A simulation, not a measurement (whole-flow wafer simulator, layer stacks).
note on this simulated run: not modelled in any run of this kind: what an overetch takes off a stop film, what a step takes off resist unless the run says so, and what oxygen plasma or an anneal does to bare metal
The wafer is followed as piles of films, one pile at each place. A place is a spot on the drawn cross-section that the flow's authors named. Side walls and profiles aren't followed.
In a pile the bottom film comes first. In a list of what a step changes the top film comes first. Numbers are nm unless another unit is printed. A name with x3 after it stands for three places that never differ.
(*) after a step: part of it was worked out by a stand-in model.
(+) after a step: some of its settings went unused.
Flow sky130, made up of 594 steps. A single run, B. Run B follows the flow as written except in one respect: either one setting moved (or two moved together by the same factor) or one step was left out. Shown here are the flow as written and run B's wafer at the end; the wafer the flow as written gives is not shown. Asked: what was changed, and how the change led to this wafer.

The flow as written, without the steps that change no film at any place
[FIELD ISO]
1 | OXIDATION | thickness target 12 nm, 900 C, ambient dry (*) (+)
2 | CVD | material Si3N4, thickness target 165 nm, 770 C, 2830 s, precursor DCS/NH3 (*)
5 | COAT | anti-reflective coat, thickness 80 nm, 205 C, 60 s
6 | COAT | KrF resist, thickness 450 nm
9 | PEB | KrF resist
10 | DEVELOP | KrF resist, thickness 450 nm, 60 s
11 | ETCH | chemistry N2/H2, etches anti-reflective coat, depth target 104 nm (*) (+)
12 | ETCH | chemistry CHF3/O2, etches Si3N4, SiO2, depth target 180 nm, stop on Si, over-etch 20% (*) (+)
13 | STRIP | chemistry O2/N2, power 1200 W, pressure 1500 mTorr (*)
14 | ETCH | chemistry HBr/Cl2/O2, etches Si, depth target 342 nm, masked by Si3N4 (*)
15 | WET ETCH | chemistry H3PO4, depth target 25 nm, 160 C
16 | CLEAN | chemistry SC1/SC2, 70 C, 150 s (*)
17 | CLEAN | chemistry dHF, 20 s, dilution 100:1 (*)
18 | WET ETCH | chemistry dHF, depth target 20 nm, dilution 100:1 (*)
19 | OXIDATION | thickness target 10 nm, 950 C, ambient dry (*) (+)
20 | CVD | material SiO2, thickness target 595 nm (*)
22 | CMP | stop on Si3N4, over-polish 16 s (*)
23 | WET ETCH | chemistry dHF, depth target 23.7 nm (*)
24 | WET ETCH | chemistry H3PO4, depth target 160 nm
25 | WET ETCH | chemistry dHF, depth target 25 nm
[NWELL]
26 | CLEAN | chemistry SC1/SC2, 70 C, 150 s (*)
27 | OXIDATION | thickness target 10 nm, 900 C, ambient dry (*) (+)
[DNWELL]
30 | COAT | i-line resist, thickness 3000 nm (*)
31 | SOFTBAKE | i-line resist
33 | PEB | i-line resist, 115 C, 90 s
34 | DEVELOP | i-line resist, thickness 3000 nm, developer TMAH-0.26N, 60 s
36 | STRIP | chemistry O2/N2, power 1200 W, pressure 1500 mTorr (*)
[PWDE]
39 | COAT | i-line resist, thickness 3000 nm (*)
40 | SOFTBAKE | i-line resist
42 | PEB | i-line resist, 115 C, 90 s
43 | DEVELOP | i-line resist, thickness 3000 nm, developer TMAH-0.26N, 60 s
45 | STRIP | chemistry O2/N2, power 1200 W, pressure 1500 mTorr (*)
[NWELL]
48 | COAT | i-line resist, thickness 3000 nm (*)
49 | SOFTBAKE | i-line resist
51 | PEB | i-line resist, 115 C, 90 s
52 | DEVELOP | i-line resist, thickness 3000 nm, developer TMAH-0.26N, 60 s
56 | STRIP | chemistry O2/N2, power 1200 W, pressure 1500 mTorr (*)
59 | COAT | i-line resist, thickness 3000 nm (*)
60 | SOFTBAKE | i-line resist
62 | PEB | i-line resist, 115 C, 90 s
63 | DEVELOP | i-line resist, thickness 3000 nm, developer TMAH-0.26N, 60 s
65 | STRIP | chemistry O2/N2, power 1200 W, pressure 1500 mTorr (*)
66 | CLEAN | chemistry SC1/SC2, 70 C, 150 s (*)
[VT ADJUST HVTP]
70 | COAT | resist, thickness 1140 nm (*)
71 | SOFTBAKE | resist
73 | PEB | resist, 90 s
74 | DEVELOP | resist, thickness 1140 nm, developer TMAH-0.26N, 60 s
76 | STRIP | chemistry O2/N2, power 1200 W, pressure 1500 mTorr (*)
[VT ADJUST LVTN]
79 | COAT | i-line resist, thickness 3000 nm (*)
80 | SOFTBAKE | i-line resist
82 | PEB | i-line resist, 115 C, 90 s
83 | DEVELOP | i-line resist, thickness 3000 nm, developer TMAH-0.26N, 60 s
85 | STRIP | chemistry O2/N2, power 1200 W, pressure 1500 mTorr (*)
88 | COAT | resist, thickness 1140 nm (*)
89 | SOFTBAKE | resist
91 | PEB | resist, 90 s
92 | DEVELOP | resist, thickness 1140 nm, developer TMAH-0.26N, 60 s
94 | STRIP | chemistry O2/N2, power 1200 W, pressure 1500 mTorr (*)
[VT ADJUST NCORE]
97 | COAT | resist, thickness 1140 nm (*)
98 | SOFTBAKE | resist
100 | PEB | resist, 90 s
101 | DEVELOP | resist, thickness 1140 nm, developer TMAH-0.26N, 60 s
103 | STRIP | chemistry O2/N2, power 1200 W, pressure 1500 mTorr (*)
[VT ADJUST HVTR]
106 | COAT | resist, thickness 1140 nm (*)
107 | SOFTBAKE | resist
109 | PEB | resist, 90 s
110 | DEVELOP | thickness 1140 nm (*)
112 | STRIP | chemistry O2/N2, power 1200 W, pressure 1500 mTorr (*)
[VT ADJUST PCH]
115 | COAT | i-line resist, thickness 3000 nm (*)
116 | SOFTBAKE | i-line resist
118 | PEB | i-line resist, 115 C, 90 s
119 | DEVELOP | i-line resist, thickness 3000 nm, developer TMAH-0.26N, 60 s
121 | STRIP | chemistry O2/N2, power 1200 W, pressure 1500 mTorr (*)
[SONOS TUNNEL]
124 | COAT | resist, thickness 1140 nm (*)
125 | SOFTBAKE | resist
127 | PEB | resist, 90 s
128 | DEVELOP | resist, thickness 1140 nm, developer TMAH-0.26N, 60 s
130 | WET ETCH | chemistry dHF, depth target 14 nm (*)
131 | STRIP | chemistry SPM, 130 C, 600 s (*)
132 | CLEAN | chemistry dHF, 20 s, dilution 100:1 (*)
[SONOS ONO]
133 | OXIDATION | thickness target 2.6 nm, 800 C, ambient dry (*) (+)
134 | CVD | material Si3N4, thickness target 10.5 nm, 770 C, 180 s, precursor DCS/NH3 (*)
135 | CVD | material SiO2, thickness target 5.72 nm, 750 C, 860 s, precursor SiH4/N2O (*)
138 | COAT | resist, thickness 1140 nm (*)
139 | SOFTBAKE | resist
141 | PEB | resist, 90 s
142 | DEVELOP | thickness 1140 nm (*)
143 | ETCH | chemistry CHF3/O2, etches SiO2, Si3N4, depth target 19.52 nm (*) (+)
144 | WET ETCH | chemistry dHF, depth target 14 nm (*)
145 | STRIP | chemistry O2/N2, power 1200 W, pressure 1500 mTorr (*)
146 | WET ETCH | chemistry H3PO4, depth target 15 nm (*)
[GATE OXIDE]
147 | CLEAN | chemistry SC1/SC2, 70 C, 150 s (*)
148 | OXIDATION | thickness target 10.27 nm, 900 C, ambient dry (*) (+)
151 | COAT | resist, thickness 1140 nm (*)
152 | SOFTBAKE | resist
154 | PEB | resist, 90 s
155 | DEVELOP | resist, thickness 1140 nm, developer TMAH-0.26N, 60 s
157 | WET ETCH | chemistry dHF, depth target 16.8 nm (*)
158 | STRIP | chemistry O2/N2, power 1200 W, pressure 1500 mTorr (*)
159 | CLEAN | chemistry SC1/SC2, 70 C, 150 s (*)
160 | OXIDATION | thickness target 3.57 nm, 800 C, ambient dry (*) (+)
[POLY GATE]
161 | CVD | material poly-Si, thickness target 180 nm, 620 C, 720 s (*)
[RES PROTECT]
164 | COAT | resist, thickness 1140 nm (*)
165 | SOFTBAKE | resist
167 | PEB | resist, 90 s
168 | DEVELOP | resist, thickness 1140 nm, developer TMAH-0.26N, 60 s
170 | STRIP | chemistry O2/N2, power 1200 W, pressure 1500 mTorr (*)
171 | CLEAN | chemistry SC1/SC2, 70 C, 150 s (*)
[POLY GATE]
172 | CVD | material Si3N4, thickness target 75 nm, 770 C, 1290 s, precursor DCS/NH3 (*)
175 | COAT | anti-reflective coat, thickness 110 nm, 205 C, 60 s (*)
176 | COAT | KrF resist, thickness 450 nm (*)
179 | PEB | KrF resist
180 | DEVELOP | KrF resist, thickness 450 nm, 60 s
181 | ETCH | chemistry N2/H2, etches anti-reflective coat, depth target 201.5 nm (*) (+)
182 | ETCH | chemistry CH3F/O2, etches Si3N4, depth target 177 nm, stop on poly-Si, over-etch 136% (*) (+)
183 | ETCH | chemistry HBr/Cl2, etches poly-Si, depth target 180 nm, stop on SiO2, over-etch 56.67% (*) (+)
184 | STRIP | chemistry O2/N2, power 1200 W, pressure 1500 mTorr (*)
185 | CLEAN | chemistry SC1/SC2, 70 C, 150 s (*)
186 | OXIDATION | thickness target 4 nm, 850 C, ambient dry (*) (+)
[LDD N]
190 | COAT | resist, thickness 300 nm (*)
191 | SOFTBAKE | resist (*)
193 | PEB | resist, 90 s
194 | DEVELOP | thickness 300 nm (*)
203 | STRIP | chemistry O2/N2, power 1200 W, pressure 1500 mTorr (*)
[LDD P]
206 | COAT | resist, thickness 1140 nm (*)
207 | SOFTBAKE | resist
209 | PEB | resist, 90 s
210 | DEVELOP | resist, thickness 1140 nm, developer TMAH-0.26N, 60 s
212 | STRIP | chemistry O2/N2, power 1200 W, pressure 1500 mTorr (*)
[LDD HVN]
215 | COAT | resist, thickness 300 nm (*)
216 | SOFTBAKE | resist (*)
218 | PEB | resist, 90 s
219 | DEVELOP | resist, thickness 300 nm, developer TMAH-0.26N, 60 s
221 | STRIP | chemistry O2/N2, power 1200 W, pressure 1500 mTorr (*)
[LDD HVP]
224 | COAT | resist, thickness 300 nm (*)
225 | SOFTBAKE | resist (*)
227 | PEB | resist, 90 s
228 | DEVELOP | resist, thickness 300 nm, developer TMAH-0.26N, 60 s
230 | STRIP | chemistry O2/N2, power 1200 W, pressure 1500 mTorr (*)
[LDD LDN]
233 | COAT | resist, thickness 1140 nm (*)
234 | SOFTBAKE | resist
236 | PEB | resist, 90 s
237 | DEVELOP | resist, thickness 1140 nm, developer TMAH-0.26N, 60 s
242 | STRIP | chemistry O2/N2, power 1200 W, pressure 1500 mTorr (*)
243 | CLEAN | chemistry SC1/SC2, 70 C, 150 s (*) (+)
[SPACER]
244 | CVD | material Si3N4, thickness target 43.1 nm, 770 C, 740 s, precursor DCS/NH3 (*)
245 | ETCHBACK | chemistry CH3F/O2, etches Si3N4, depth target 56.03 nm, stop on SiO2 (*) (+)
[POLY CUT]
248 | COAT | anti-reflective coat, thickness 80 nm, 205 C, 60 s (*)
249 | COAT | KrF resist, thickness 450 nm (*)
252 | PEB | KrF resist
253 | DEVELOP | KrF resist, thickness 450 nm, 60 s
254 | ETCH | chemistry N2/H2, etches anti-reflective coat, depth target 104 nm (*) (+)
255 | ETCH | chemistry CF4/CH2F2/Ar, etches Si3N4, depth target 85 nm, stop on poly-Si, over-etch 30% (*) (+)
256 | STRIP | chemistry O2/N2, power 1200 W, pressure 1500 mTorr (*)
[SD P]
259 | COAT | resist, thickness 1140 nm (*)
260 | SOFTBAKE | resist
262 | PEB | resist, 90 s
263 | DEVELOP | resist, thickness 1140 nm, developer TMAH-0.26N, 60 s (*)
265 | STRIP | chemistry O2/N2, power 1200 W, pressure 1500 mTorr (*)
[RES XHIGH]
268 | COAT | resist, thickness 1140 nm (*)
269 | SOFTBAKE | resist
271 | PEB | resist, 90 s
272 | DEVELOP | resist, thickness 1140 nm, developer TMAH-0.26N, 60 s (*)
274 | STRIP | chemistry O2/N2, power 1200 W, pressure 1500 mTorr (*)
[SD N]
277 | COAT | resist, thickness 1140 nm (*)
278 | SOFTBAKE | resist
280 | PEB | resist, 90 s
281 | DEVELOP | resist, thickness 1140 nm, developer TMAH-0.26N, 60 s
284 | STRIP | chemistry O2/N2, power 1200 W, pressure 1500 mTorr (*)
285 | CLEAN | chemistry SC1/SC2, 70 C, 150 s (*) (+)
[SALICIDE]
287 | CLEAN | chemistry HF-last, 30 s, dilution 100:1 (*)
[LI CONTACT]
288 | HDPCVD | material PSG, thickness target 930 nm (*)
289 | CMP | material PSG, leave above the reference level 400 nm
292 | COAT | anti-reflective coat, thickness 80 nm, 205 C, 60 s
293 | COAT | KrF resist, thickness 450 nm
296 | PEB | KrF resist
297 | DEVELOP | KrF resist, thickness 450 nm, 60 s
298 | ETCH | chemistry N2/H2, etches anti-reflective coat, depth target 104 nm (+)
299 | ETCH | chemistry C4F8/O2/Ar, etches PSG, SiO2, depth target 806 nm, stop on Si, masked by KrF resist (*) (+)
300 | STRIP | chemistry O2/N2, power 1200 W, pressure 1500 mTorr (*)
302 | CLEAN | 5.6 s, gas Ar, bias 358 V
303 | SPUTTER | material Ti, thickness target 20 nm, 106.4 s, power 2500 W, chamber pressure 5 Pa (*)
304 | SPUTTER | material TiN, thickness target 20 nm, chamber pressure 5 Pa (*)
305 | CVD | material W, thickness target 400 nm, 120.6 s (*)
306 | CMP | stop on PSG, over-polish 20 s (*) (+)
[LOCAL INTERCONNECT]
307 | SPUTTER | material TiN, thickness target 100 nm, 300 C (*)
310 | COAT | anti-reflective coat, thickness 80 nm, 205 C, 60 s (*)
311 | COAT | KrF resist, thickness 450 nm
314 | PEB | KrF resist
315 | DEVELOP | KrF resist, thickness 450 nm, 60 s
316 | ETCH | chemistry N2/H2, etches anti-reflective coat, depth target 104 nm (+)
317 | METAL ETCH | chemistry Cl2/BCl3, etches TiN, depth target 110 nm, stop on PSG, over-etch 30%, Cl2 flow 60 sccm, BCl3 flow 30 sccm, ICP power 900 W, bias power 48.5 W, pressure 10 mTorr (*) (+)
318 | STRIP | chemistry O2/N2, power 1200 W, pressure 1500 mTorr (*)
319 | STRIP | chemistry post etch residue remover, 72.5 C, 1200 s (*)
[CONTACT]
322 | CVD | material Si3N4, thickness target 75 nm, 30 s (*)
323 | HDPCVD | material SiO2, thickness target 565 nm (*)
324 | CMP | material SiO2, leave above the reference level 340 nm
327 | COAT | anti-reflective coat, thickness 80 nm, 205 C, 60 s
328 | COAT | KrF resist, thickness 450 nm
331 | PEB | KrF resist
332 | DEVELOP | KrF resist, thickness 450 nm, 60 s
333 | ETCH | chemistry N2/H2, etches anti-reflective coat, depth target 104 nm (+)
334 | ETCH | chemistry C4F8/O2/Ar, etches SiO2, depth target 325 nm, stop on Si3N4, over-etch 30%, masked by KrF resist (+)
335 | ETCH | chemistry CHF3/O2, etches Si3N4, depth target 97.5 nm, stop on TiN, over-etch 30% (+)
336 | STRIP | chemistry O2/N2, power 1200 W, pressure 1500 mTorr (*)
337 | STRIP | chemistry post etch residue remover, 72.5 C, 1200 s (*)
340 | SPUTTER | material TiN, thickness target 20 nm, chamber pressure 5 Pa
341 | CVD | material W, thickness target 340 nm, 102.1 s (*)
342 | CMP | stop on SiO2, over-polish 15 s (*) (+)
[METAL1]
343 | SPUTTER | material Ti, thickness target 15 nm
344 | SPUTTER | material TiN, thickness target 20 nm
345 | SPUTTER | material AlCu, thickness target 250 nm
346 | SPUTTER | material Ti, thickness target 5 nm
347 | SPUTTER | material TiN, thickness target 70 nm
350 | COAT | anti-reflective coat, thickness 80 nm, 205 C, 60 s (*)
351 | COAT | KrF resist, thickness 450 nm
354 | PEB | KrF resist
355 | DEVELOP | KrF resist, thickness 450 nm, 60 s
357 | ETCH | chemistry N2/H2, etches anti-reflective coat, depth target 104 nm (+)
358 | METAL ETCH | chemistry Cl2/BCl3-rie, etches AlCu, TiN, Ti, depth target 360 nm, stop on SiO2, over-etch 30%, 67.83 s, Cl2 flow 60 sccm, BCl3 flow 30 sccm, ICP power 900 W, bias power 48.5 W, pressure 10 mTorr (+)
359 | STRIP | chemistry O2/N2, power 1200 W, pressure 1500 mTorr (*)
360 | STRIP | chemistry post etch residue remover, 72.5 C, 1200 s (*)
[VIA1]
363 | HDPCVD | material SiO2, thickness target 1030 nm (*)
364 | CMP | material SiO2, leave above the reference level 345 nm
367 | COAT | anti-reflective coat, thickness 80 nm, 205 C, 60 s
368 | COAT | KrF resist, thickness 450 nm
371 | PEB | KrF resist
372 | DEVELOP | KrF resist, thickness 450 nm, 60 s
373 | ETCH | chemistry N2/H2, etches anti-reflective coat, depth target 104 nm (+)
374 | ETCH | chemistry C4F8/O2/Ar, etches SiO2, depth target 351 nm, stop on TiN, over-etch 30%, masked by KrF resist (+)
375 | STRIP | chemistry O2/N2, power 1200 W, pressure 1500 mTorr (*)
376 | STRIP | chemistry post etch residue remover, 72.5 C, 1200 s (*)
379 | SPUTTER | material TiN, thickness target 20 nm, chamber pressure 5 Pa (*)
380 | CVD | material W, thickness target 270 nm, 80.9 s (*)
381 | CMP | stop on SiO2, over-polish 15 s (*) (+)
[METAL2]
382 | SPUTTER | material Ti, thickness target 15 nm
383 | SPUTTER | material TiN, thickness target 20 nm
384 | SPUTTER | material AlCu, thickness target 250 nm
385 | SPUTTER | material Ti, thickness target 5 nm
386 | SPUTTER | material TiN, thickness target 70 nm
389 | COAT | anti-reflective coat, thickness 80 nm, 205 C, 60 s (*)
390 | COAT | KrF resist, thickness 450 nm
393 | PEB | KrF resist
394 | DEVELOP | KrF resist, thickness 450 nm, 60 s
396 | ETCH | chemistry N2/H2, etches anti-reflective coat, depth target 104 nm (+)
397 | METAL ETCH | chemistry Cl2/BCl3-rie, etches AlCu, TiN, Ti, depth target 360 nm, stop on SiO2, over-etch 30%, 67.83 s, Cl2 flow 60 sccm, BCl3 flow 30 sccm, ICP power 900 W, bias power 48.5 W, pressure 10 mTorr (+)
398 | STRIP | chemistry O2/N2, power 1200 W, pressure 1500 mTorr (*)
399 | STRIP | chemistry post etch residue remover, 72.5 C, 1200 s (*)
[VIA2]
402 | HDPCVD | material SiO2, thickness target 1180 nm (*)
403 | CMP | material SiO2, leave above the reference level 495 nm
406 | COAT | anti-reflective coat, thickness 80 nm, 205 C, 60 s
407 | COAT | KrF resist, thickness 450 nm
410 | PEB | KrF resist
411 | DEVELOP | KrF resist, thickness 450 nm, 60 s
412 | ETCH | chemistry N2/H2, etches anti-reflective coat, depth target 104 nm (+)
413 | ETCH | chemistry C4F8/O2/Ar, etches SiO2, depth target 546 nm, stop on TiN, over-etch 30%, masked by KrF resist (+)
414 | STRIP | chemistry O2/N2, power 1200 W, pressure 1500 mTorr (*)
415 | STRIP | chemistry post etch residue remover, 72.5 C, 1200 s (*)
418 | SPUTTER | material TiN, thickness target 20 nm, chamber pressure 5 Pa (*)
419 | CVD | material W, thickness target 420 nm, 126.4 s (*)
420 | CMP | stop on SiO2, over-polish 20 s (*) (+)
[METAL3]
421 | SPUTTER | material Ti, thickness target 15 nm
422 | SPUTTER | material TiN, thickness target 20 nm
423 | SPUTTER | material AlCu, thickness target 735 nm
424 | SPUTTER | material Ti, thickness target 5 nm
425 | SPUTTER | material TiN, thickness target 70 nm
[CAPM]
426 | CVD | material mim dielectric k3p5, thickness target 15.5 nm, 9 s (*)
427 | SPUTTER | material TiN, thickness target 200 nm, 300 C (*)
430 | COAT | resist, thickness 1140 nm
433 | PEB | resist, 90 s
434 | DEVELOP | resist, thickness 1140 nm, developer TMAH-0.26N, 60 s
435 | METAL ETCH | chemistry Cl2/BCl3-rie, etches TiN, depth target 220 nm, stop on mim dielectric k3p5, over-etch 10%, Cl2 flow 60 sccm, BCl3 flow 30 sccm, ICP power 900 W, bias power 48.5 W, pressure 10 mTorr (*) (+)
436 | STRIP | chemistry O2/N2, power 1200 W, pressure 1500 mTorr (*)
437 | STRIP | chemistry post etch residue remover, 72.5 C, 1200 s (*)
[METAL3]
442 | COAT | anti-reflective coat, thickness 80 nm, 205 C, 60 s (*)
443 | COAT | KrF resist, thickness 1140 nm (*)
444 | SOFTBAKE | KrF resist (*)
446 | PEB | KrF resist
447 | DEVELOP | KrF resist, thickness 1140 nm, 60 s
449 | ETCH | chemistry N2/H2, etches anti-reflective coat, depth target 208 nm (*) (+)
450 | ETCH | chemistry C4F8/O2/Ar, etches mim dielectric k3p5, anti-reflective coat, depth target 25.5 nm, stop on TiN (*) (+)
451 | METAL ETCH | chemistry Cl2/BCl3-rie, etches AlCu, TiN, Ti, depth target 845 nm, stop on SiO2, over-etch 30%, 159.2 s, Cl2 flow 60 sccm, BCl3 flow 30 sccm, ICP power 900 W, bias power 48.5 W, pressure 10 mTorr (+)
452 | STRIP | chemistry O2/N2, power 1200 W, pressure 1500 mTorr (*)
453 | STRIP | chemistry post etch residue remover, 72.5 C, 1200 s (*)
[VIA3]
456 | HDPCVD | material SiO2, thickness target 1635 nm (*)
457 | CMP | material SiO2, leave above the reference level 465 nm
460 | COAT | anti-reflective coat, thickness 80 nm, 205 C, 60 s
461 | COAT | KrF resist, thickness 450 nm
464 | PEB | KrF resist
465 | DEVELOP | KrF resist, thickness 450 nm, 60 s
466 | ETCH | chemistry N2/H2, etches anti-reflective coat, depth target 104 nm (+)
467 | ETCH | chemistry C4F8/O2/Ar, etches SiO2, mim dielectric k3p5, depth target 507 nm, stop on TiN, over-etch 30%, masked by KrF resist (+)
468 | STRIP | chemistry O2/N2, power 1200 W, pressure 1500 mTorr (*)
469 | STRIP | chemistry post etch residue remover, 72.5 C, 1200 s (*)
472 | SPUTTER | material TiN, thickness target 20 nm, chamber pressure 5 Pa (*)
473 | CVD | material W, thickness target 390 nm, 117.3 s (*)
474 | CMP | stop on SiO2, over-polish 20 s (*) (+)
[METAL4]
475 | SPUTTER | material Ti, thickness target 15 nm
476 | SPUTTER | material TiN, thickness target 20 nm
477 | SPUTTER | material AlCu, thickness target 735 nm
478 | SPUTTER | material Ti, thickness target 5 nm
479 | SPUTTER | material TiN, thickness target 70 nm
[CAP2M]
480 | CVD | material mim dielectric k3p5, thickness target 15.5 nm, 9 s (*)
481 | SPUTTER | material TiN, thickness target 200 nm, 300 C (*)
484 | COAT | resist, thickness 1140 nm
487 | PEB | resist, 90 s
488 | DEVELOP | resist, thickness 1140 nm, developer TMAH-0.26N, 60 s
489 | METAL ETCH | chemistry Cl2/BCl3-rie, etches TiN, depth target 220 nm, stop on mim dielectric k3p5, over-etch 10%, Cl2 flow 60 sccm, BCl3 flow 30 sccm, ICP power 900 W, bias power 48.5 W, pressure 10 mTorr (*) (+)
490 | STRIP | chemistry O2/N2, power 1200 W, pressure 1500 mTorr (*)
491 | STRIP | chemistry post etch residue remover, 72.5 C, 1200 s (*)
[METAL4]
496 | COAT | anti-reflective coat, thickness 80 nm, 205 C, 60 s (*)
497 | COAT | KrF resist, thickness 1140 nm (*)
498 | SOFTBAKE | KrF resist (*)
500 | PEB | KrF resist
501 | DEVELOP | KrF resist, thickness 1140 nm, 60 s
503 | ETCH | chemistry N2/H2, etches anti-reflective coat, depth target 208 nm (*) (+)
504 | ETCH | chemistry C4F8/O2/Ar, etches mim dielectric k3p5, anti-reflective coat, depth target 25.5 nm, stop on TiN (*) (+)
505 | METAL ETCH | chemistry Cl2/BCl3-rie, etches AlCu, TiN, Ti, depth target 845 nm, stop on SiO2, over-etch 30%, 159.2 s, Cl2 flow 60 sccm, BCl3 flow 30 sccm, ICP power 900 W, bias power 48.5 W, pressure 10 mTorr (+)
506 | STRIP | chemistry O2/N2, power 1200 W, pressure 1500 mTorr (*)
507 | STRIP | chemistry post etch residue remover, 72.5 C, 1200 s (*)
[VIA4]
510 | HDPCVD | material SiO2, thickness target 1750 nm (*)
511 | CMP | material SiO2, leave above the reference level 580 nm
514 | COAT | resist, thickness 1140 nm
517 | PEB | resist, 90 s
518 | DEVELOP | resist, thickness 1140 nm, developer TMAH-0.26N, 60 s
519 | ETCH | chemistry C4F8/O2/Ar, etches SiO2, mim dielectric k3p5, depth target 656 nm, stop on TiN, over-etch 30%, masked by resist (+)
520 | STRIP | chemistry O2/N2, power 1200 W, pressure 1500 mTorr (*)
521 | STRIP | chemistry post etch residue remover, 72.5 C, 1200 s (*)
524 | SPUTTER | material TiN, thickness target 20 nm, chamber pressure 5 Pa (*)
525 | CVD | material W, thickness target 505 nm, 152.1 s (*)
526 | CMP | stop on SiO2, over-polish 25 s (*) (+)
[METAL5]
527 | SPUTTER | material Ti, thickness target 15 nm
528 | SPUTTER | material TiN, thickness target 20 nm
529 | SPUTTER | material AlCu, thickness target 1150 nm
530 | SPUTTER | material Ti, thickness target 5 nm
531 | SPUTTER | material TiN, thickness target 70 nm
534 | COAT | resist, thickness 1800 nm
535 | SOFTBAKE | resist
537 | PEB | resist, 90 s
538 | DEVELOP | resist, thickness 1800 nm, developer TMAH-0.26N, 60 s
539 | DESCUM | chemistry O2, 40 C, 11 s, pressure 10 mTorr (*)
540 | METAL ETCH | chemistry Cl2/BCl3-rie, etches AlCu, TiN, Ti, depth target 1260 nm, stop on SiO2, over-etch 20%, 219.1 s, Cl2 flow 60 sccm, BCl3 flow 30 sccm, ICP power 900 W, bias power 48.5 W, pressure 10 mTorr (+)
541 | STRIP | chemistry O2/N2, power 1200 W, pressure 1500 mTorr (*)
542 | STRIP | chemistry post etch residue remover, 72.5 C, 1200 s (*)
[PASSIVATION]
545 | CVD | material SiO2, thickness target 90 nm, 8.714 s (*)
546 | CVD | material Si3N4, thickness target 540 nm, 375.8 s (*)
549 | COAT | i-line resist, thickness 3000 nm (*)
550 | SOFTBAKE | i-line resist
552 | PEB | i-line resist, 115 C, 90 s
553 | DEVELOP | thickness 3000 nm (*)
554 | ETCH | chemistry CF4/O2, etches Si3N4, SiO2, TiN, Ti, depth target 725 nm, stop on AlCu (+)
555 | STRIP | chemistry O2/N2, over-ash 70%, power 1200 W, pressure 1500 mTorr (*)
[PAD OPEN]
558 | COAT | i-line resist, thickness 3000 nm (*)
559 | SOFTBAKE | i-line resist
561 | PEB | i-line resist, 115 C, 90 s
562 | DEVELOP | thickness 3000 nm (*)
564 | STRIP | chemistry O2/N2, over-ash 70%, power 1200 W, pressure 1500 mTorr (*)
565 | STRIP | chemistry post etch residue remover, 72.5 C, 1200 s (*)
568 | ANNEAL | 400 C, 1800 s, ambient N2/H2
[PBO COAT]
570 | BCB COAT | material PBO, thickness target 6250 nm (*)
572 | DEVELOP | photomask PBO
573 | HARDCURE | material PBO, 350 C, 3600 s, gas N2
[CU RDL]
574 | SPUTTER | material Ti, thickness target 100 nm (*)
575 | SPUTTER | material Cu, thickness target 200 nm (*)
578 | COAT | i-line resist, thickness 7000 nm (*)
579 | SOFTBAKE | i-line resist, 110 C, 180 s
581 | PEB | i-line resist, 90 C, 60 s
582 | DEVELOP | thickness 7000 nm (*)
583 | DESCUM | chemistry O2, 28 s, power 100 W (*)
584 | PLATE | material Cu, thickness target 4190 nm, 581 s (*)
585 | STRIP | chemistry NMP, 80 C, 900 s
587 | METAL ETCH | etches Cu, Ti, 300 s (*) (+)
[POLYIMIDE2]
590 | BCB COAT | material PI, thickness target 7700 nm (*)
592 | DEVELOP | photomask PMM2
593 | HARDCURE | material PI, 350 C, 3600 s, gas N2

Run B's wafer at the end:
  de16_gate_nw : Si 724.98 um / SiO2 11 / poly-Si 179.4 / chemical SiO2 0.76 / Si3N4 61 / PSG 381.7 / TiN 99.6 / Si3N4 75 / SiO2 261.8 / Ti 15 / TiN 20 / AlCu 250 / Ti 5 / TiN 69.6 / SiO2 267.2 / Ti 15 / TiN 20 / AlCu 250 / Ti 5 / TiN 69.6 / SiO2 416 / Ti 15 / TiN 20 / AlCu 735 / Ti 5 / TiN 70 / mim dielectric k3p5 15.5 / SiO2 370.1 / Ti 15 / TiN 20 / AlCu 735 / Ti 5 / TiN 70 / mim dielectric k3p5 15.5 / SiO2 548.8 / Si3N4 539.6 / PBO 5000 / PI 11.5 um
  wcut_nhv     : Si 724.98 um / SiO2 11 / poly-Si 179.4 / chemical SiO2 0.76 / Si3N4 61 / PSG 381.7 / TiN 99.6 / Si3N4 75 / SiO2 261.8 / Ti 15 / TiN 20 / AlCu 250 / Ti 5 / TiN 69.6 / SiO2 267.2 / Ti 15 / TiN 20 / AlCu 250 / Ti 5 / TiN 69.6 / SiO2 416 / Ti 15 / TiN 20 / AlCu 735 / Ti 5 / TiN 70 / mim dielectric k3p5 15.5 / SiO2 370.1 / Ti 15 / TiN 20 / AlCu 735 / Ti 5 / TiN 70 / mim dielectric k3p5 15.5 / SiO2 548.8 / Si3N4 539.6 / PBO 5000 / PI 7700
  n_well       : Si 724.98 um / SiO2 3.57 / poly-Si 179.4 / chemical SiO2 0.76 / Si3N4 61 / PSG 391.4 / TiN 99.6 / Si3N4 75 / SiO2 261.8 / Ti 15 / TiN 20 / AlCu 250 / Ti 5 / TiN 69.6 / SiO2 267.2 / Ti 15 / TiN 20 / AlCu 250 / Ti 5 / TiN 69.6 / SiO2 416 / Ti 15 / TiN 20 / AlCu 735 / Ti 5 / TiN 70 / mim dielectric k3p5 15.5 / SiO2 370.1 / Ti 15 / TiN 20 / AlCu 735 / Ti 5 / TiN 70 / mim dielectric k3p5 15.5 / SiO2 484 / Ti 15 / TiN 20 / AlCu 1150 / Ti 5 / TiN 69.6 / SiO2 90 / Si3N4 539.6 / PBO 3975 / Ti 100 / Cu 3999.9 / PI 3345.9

Cause: step 593, HARDCURE: material PI, 350 C, 3600 s, gas N2, was not run.

How this came from the change, step by step:
  (no step that both runs have acts differently)
